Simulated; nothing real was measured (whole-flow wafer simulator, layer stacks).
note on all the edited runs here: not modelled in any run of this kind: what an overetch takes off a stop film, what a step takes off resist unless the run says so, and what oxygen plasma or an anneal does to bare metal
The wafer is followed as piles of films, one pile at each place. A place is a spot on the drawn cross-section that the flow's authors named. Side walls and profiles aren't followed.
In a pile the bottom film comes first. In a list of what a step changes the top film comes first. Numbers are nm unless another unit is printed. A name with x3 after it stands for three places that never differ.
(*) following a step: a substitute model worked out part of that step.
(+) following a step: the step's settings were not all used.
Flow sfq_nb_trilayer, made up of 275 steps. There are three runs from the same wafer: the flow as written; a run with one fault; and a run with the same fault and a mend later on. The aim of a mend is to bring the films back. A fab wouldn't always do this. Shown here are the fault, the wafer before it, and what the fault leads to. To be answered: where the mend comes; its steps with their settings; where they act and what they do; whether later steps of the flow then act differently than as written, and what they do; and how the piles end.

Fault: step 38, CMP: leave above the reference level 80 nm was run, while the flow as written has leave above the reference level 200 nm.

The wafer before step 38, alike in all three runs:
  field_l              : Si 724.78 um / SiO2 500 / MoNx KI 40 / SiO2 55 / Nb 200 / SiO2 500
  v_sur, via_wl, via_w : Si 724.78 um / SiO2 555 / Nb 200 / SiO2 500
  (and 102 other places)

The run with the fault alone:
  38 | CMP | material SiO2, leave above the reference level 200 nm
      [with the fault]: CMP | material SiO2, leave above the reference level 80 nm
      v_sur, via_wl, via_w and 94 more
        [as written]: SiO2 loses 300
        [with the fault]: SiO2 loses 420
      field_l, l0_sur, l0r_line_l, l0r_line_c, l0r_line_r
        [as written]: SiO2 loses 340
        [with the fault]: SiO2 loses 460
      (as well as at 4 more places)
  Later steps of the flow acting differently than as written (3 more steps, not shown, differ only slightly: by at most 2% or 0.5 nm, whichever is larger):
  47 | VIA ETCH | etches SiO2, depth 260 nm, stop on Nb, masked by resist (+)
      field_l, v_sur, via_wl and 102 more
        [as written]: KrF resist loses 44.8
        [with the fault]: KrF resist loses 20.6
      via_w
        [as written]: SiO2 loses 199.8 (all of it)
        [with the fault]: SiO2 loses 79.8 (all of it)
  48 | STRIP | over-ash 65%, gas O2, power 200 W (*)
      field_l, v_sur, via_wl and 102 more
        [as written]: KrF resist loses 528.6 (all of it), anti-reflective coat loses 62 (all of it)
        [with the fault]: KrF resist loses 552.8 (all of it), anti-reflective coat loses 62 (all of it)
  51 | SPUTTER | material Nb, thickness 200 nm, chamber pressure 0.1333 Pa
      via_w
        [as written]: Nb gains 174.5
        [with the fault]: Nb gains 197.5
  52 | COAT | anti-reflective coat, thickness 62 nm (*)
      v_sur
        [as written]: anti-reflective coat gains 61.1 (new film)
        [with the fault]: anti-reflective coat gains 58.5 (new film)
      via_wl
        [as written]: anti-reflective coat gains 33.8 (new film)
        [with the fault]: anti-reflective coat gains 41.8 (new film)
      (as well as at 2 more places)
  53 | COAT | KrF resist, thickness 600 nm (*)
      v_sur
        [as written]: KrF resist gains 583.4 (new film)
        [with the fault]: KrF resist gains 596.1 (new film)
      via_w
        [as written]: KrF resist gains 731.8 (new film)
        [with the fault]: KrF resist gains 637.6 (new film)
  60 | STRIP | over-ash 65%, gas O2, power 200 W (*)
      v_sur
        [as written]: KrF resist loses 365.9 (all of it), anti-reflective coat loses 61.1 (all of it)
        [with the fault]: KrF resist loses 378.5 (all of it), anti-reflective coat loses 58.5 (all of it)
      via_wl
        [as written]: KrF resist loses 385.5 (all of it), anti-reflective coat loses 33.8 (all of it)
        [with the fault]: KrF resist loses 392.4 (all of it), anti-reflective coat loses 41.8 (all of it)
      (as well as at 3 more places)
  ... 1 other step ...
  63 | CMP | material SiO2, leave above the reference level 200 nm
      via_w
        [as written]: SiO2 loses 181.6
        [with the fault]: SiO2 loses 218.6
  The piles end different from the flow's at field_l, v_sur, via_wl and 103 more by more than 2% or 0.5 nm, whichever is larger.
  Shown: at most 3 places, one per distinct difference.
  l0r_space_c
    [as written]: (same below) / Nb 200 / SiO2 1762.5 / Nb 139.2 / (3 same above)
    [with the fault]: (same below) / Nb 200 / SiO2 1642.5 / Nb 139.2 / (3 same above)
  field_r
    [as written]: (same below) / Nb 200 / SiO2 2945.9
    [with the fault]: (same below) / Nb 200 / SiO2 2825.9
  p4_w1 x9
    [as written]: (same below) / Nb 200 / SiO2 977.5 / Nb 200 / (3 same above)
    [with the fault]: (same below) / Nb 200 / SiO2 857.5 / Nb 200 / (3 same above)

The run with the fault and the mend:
  After step 45 comes the mend.
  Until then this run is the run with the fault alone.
  45a | STRIP | over-ash 65%, gas O2, power 200 W (*)
      field_l, v_sur, via_wl and 102 more
        KrF resist loses 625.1 (all of it), anti-reflective coat loses 62 (all of it)
      via_w
        anti-reflective coat loses 62 (all of it)
  45b | PECVD | material SiO2, thickness 120 nm, 150 C, 26.67 s, RF power 183.3 W, pressure 2.4 Torr, precursor SiH4/N2O (the flow's step 37, run once more with other settings)
      field_l, v_sur, via_wl and 103 more
        SiO2 gains 120
  45c | COAT | anti-reflective coat, thickness 62 nm (the flow's step 40, run once more)
      field_l, v_sur, via_wl and 103 more
        anti-reflective coat gains 62 (new film)
  45d | COAT | KrF resist, thickness 650 nm (the flow's step 41, run once more)
      field_l, v_sur, via_wl and 103 more
        KrF resist gains 650 (new film)
  45e | SOFTBAKE | KrF resist (the flow's step 42, run once more)
      leaves every film unchanged at each place that is followed
  45f | EXPOSE | photomask I0, dose 11.91 mJ/cm2, NA 0.6, wavelength 248 nm (*) (the flow's step 43, run once more)
      leaves every film unchanged at each place that is followed
  45g | PEB | KrF resist, 90 s (the flow's step 44, run once more)
      field_l, v_sur, via_wl and 103 more
        KrF resist loses 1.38
  45h | DEVELOP | KrF resist, thickness 650 nm, 60 s (the flow's step 45, run once more)
      field_l, v_sur, via_wl and 102 more
        KrF resist loses 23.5
      via_w
        KrF resist loses 648.6 (all of it)
  Later steps of the flow that are run all act as written at every place that is followed.
  The piles end the same as the flow's at every place that both follow.
